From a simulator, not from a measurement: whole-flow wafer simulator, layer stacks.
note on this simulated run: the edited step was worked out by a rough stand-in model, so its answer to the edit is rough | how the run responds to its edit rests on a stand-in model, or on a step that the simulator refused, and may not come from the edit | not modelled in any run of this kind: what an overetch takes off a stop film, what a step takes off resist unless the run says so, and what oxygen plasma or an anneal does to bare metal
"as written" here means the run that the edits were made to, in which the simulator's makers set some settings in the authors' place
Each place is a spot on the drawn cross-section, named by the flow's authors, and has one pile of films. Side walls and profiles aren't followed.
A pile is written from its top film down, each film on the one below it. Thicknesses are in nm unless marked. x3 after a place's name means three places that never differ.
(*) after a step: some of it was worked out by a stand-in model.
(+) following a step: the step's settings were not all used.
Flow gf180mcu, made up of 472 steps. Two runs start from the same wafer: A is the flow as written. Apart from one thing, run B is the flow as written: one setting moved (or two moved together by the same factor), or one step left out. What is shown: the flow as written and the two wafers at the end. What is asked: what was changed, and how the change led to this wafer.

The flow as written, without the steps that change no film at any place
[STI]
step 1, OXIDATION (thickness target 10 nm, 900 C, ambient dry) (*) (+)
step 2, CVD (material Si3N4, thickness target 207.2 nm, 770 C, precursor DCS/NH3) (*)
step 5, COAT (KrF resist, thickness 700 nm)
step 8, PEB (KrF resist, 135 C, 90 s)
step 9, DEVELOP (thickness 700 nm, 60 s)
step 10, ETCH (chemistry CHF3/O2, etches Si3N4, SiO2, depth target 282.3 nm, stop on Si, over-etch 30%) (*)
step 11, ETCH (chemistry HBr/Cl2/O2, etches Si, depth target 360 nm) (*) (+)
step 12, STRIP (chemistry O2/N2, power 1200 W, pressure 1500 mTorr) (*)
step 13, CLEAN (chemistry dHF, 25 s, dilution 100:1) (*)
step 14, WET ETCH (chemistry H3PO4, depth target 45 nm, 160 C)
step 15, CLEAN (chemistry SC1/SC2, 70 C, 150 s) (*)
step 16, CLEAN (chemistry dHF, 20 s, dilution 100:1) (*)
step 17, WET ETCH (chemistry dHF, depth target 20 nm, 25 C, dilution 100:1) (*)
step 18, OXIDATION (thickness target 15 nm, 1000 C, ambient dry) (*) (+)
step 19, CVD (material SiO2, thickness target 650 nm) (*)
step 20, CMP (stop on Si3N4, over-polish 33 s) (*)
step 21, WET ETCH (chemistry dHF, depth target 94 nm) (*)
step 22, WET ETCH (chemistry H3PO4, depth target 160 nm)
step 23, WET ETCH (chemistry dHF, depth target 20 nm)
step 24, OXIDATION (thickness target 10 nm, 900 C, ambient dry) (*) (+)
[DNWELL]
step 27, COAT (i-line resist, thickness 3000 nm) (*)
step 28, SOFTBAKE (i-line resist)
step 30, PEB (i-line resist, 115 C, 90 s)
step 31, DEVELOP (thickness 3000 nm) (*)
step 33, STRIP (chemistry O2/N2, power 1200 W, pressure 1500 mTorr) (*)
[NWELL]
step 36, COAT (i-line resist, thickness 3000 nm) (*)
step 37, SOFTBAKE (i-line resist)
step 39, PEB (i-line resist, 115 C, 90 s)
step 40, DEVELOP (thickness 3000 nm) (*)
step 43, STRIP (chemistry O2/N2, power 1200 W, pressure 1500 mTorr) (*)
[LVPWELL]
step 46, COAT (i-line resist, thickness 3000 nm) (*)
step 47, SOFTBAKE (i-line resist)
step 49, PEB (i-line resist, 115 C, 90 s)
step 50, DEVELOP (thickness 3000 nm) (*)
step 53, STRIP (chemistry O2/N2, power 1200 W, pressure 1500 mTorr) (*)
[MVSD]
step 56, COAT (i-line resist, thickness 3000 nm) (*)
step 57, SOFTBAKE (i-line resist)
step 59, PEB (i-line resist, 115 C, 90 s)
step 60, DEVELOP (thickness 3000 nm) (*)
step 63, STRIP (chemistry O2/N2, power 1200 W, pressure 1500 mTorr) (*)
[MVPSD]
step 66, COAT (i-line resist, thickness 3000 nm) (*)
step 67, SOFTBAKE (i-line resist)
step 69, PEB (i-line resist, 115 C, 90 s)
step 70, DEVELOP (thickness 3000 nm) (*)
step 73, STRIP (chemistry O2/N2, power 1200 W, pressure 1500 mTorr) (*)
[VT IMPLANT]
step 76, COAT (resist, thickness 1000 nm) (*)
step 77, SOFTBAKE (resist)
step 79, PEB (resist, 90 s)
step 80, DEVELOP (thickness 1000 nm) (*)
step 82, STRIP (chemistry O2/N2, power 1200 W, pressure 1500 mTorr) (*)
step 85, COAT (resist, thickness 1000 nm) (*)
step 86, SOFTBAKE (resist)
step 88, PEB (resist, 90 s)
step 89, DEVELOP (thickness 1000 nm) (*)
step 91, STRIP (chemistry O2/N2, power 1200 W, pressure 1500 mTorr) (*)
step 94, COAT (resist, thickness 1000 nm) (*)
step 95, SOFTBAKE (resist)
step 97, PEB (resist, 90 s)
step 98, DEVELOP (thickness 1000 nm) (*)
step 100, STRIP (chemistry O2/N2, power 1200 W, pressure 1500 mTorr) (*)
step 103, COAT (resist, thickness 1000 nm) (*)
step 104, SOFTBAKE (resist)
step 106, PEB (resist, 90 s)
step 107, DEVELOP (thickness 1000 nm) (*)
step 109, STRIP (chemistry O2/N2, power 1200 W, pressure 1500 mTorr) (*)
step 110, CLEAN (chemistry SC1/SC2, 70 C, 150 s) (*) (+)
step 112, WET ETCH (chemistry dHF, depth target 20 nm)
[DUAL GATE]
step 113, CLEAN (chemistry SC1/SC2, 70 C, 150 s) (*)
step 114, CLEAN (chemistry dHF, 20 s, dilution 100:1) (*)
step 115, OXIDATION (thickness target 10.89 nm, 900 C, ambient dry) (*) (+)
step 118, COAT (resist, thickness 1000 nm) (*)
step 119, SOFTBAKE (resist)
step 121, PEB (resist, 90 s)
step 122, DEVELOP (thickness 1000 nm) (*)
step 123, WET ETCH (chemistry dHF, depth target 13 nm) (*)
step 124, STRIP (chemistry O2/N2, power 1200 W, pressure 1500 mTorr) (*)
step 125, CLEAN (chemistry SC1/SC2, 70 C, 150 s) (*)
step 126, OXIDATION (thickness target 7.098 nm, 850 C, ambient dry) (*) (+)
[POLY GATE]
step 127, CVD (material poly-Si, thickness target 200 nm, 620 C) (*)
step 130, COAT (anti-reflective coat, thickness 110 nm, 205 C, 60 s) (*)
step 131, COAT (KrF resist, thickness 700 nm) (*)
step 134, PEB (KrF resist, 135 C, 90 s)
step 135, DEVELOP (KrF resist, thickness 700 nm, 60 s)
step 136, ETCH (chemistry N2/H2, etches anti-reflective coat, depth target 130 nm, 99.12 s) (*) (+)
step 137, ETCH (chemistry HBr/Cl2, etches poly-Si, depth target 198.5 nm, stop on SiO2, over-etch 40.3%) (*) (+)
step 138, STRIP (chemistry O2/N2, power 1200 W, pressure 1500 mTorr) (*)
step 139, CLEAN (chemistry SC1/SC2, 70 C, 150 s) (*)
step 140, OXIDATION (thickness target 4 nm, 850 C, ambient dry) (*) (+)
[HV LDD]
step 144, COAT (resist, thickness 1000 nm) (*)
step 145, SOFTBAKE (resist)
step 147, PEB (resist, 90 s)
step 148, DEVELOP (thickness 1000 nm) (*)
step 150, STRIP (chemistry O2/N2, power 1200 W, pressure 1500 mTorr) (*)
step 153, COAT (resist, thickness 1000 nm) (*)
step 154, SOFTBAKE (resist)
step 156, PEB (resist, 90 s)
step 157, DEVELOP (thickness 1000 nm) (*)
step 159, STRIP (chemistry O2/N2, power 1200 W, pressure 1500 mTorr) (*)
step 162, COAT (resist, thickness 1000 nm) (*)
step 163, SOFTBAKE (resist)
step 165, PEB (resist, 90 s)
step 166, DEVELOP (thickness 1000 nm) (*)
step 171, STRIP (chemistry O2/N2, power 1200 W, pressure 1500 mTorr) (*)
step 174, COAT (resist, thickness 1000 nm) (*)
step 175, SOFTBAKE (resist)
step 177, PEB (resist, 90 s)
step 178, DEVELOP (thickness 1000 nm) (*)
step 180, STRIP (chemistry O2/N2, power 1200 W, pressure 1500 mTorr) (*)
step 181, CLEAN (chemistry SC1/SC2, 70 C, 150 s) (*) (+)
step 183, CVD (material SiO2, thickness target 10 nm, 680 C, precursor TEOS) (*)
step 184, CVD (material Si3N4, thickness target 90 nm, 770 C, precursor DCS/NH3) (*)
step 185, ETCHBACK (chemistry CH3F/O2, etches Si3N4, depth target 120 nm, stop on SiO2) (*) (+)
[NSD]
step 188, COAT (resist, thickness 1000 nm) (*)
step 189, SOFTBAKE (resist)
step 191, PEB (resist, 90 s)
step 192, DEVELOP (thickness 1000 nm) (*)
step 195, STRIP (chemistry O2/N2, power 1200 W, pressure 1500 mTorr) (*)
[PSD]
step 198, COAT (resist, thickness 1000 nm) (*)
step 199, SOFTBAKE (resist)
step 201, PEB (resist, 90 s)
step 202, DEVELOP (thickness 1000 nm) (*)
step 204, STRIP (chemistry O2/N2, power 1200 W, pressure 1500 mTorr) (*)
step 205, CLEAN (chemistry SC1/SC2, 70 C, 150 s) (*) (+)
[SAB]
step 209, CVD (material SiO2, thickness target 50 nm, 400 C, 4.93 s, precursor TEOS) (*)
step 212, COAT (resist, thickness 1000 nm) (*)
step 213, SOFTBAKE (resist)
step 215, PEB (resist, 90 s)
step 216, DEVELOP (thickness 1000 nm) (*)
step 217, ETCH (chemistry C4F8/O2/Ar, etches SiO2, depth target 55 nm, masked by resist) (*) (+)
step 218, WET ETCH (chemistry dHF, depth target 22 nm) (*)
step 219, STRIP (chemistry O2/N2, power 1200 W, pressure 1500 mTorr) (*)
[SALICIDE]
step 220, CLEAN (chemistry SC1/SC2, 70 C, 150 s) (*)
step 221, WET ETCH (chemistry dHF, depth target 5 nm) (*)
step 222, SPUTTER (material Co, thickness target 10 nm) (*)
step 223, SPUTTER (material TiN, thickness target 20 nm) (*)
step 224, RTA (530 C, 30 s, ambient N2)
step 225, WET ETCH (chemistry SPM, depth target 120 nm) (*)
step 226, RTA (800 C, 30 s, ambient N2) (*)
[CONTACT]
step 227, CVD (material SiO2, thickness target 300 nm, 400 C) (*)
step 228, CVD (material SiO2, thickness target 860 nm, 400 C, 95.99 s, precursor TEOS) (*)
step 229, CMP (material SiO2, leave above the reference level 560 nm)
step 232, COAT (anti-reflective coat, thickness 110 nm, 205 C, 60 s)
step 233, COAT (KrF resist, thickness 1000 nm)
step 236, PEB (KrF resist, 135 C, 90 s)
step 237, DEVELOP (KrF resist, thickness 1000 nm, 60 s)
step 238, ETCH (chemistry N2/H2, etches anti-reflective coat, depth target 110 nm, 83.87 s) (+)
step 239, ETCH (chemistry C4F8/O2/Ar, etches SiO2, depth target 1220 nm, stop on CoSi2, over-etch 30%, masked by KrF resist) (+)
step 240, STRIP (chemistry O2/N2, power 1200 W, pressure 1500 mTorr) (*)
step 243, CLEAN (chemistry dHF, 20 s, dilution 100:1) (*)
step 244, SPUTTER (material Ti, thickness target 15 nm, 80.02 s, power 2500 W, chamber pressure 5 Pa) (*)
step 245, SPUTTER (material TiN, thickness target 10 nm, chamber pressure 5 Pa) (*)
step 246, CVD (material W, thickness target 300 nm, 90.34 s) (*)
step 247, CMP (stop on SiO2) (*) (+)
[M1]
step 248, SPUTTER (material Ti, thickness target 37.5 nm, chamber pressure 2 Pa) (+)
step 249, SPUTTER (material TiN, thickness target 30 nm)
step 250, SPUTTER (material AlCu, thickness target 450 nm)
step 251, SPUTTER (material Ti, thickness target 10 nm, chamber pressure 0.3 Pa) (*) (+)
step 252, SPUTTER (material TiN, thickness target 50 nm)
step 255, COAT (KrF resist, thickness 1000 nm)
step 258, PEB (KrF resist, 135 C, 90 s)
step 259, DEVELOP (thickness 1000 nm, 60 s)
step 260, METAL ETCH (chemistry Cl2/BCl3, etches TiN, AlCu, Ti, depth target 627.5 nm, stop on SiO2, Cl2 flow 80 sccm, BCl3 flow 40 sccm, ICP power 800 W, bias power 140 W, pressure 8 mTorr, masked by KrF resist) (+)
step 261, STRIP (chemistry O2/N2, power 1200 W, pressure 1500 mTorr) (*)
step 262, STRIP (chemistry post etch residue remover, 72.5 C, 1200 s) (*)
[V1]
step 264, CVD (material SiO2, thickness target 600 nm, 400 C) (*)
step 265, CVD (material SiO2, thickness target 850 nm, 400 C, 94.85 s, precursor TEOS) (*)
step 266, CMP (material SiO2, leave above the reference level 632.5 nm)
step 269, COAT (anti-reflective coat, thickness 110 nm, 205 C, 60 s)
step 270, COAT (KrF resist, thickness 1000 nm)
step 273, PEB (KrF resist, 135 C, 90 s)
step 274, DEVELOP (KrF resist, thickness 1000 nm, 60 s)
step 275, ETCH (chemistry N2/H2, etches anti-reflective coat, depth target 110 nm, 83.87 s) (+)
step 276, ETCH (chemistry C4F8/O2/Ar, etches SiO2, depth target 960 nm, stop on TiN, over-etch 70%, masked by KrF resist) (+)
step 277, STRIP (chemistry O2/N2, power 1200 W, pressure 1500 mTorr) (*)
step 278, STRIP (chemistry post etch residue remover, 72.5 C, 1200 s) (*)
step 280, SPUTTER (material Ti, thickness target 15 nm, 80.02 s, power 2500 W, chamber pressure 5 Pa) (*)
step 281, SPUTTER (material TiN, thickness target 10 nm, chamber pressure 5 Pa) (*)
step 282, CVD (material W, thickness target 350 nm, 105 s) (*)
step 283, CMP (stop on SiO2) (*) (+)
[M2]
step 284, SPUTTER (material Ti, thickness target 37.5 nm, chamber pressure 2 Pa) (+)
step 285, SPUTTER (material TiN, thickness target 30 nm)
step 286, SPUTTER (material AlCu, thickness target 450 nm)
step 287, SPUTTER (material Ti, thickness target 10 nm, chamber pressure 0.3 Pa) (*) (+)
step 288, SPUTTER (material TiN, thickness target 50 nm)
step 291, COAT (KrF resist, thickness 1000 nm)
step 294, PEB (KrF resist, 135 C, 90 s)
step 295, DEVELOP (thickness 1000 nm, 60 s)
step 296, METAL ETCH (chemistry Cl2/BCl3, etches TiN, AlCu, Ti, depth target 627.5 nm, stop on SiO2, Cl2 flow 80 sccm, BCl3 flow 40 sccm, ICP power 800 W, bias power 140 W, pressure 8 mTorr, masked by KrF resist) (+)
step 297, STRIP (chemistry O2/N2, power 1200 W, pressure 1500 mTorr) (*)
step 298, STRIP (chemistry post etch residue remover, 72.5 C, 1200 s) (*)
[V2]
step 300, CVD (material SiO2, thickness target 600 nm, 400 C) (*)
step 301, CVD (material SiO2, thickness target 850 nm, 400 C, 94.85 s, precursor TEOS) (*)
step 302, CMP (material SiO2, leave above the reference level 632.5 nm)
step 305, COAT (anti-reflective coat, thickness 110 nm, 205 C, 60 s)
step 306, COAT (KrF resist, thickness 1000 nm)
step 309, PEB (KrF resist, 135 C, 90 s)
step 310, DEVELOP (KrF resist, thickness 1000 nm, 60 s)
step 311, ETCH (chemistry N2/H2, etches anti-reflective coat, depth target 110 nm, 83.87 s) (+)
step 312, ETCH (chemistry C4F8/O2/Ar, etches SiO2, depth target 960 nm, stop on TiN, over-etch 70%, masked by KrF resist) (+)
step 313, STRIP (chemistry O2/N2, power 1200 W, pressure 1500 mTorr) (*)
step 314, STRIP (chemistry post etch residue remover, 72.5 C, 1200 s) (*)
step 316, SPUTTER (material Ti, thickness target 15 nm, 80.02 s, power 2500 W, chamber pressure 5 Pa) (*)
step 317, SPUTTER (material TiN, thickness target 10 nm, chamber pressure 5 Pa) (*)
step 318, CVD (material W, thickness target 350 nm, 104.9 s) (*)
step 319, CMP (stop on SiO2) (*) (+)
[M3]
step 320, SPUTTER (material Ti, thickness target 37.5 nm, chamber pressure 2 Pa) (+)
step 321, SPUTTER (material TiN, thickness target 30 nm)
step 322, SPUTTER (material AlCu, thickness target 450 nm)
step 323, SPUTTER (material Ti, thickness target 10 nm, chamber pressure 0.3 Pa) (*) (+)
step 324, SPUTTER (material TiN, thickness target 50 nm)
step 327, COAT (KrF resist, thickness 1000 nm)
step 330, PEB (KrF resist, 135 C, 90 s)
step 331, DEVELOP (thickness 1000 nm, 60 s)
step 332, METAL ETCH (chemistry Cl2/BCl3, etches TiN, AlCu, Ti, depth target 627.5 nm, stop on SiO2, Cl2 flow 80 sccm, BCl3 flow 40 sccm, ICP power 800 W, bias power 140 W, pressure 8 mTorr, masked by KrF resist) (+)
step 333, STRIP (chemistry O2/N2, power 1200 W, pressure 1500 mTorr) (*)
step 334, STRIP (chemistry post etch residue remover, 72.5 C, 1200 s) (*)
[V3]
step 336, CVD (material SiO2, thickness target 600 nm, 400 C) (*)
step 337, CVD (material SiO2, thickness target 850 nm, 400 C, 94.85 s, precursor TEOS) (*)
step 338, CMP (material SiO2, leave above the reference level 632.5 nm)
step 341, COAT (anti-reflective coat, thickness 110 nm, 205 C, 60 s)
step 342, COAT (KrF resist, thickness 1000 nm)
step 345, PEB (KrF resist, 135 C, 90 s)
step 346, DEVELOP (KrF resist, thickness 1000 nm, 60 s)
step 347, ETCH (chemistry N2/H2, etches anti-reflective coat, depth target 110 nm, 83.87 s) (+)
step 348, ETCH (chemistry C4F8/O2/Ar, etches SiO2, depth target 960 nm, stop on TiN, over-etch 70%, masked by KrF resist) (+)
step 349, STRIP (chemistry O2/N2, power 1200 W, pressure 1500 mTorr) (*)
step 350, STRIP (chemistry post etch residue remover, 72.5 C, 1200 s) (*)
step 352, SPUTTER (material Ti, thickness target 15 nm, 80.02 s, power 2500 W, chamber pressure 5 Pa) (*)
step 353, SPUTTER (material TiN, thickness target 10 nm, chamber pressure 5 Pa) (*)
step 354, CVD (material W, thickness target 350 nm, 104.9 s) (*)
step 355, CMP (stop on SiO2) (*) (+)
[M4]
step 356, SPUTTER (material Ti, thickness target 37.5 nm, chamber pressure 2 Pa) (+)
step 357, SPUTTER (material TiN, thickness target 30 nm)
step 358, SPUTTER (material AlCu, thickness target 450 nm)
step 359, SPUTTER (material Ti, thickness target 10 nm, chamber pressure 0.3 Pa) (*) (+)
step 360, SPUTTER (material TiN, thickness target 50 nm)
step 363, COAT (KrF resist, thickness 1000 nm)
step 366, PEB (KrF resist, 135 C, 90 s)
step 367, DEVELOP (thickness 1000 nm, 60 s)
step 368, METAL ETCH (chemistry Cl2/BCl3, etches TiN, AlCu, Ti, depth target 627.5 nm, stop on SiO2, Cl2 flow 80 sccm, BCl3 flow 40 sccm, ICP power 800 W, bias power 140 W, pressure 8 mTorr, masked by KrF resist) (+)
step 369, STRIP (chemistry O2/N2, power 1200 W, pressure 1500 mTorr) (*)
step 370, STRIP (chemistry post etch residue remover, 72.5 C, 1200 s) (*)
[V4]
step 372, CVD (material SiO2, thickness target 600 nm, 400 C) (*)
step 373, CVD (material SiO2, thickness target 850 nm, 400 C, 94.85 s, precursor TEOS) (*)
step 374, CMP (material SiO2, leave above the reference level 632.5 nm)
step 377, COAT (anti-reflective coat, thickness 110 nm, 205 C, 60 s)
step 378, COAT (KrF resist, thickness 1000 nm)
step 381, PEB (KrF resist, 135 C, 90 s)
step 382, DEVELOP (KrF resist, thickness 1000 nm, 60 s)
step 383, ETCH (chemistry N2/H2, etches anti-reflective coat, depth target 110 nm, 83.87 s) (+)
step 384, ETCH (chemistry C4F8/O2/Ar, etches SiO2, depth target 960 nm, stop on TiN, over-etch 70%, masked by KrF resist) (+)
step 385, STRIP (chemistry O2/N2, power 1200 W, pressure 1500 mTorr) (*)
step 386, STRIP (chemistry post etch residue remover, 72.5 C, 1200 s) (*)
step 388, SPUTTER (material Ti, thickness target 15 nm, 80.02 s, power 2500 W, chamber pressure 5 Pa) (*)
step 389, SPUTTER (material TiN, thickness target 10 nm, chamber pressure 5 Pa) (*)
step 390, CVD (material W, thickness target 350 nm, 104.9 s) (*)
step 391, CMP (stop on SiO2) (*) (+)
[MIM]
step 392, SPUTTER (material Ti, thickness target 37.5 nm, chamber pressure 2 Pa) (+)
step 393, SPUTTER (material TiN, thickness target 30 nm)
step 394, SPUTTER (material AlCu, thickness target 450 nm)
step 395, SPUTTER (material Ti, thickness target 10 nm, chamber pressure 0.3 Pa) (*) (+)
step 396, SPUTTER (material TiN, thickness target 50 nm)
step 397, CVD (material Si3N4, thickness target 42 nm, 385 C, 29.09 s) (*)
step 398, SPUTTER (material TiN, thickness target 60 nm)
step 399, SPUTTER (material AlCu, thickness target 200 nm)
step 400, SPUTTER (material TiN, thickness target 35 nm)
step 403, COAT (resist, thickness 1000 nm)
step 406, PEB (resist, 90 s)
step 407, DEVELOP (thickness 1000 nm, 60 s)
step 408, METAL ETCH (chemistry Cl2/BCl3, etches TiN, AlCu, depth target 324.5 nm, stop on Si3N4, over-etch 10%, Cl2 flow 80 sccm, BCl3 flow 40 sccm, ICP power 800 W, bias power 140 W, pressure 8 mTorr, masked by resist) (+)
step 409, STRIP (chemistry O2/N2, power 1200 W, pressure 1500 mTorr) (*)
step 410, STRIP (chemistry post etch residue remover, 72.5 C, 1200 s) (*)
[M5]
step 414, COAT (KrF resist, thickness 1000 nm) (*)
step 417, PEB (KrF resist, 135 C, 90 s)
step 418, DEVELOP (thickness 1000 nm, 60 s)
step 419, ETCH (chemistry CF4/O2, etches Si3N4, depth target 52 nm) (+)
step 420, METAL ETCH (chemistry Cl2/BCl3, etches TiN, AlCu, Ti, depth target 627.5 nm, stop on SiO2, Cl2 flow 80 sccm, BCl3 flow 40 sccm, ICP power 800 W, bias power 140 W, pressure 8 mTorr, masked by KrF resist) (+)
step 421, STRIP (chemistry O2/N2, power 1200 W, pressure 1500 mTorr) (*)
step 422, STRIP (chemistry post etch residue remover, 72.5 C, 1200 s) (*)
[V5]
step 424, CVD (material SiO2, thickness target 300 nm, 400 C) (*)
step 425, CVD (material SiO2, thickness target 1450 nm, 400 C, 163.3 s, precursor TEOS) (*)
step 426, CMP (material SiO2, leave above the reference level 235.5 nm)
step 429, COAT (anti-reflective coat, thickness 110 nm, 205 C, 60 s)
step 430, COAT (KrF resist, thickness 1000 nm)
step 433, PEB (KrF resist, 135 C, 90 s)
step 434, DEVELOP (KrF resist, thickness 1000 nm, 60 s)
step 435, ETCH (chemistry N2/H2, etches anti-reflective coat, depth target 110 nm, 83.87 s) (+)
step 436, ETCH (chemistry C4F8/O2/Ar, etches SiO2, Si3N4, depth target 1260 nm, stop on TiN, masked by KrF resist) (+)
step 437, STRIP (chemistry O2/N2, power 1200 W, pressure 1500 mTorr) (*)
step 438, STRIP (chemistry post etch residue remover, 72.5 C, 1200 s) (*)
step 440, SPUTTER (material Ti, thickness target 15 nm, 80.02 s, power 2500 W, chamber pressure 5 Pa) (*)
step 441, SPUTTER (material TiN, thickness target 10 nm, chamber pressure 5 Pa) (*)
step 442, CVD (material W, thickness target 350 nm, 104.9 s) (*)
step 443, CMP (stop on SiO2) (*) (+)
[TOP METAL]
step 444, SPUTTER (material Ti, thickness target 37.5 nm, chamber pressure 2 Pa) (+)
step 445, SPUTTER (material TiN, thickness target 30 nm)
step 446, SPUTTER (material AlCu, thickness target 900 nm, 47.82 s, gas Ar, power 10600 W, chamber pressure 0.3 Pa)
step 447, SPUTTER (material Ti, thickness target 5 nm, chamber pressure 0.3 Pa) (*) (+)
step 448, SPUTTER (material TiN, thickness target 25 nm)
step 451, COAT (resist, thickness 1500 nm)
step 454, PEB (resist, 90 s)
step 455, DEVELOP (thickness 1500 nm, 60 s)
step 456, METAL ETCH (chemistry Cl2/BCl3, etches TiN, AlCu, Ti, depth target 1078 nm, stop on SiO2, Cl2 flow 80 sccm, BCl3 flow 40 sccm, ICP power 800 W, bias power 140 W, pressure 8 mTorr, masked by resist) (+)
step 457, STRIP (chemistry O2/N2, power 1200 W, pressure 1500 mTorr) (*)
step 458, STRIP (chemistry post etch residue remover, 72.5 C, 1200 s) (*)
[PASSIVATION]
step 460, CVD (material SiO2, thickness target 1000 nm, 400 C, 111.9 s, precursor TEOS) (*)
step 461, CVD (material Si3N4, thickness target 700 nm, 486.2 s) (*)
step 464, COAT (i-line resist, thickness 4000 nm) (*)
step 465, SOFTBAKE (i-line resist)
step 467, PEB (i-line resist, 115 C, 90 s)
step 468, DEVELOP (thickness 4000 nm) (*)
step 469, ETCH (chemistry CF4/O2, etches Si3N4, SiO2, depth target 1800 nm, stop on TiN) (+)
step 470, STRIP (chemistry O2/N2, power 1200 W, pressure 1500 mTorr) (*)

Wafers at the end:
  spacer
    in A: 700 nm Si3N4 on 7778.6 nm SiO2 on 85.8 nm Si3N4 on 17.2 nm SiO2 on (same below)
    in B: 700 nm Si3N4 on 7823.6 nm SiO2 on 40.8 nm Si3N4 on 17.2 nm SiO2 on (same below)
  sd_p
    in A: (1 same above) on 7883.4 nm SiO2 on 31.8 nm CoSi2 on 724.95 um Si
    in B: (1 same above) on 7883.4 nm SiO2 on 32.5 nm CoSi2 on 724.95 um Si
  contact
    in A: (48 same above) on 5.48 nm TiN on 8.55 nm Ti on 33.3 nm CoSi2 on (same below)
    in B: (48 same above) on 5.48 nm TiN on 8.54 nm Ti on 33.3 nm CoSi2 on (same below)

The reason: step 184, CVD: thickness target 45 nm was run, while the flow as written has thickness target 90 nm.

The path from the change to this, step by step:
  step 184, CVD (material Si3N4, thickness target 90 nm, 770 C, precursor DCS/NH3) (*)
      field, field__w1, field__w2 and 101 more: A Si3N4 gains 90 (new film) | B Si3N4 gains 45 (new film)
  step 185, ETCHBACK (chemistry CH3F/O2, etches Si3N4, depth target 120 nm, stop on SiO2) (*) (+)
      field, field__w1, field__w2 and 100 more: A Si3N4 loses 90 (all of it), SiO2 loses 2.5 | B Si3N4 loses 45 (all of it), SiO2 loses 6.25
  step 188, COAT (resist, thickness 1000 nm) (*)
      spacer: A resist gains 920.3 (new film) | B resist gains 961.3 (new film)
  step 189, SOFTBAKE (resist)
      nw_sep_fld: A resist gains 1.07 | B resist loses 0.05
  step 191, PEB (resist, 90 s)
      spacer: A resist loses 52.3 | B resist loses 55
  step 192, DEVELOP (thickness 1000 nm) (*)
      spacer: A resist loses 868 (all of it) | B resist loses 906.3 (all of it)
  step 198, COAT (resist, thickness 1000 nm) (*)
      spacer: A resist gains 920.3 (new film) | B resist gains 961.3 (new film)
  step 199, SOFTBAKE (resist)
      nw_sep_fld: A resist gains 1.07 | B resist loses 0.05
  step 201, PEB (resist, 90 s)
      spacer: A resist loses 52.3 | B resist loses 55
  step 204, STRIP (chemistry O2/N2, power 1200 W, pressure 1500 mTorr) (*)
      spacer: A resist loses 868 (all of it) | B resist loses 906.3 (all of it)
  step 212, COAT (resist, thickness 1000 nm) (*)
      spacer: A resist gains 919.2 (new film) | B resist gains 960.1 (new film)
  step 213, SOFTBAKE (resist)
      field__w9: A resist loses 1.07 | B resist gains 1.73
  step 215, PEB (resist, 90 s)
      spacer: A resist loses 52.3 | B resist loses 54.9
  step 216, DEVELOP (thickness 1000 nm) (*)
      spacer: A resist loses 866.9 (all of it) | B resist loses 905.2 (all of it)
  step 218, WET ETCH (chemistry dHF, depth target 22 nm) (*)
      gate, gate_hv, gate_p and 23 more: A SiO2 loses 5.48 (all of it) | B SiO2 loses 1.73 (all of it)
      active, p_well, sd_n, iso_ptap_pw, iso_ntap_nw, iso_ptap_sub, vpnp_e: A SiO2 loses 9.01 (all of it) | B SiO2 loses 5.26 (all of it)
      (as well as at 16 more places)
  step 222, SPUTTER (material Co, thickness target 10 nm) (*)
      field__w2: A Co gains 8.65 (new film) | B Co gains 9.27 (new film)
      field__w3: A Co gains 8.06 (new film) | B Co gains 8.89 (new film)
      (as well as at 4 more places)
  ... 4 further steps ...
  step 229, CMP (material SiO2, leave above the reference level 560 nm)
      spacer: A SiO2 loses 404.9 | B SiO2 loses 359.9
      mim: A SiO2 loses 221.6 | B SiO2 loses 216.8
